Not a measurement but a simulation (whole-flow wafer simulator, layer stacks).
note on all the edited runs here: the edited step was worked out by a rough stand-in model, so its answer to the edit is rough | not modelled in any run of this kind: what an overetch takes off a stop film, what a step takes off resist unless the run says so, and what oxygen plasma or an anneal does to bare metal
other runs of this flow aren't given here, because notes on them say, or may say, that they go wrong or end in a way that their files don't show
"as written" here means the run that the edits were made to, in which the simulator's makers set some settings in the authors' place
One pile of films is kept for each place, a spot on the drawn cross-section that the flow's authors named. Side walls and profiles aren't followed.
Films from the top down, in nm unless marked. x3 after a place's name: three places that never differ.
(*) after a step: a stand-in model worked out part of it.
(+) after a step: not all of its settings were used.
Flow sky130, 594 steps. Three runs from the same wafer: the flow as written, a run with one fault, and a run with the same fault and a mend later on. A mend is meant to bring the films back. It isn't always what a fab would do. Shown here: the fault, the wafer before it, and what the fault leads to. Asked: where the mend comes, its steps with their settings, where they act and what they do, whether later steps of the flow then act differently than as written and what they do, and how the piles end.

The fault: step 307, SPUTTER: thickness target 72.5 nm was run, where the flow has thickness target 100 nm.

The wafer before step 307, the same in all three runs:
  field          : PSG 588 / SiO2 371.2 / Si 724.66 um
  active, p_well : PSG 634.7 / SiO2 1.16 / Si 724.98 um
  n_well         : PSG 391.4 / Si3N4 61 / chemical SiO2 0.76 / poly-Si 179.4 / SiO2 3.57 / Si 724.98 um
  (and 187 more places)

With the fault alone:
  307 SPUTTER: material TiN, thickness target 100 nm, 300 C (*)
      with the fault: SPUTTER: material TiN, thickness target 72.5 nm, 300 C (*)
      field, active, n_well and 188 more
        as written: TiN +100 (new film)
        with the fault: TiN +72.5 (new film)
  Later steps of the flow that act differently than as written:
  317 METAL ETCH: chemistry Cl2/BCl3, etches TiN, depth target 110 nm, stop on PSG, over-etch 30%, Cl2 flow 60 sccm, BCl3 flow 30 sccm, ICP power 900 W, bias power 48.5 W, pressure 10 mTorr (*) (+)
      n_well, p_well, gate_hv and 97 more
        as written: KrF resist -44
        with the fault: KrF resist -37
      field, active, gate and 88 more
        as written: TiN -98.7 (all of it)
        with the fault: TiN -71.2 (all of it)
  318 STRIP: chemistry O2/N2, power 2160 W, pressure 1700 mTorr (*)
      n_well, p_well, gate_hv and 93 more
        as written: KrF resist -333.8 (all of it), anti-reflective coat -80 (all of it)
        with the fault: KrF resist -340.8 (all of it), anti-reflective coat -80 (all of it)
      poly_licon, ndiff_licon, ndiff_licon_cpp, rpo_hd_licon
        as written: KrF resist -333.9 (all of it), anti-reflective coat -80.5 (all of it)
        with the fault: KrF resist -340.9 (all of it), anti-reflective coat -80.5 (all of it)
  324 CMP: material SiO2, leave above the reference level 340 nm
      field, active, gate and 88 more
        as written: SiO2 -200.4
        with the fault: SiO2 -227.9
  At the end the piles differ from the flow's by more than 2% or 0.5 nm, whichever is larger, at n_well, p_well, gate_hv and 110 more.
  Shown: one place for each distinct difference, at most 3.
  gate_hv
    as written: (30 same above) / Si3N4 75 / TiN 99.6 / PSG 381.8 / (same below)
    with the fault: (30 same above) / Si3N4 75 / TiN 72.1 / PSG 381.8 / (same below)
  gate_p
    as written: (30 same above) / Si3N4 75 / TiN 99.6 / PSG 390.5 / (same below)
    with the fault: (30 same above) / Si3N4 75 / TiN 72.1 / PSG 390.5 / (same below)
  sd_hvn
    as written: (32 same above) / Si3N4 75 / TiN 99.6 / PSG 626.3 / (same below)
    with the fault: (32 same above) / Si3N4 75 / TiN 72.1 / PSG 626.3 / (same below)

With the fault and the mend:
  The mend comes after step 307.
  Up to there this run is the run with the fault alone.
  307a SPUTTER: material TiN, thickness target 27.5 nm, 300 C (*) (the flow's step 307 once more, with other settings)
      field, active, n_well and 188 more
        TiN +27.5
  No later step of the flow acts differently than as written, at any place that is followed, by more than 2% or 0.5 nm, whichever is larger.
  At the end the piles are the same as the flow's at every place that both follow.
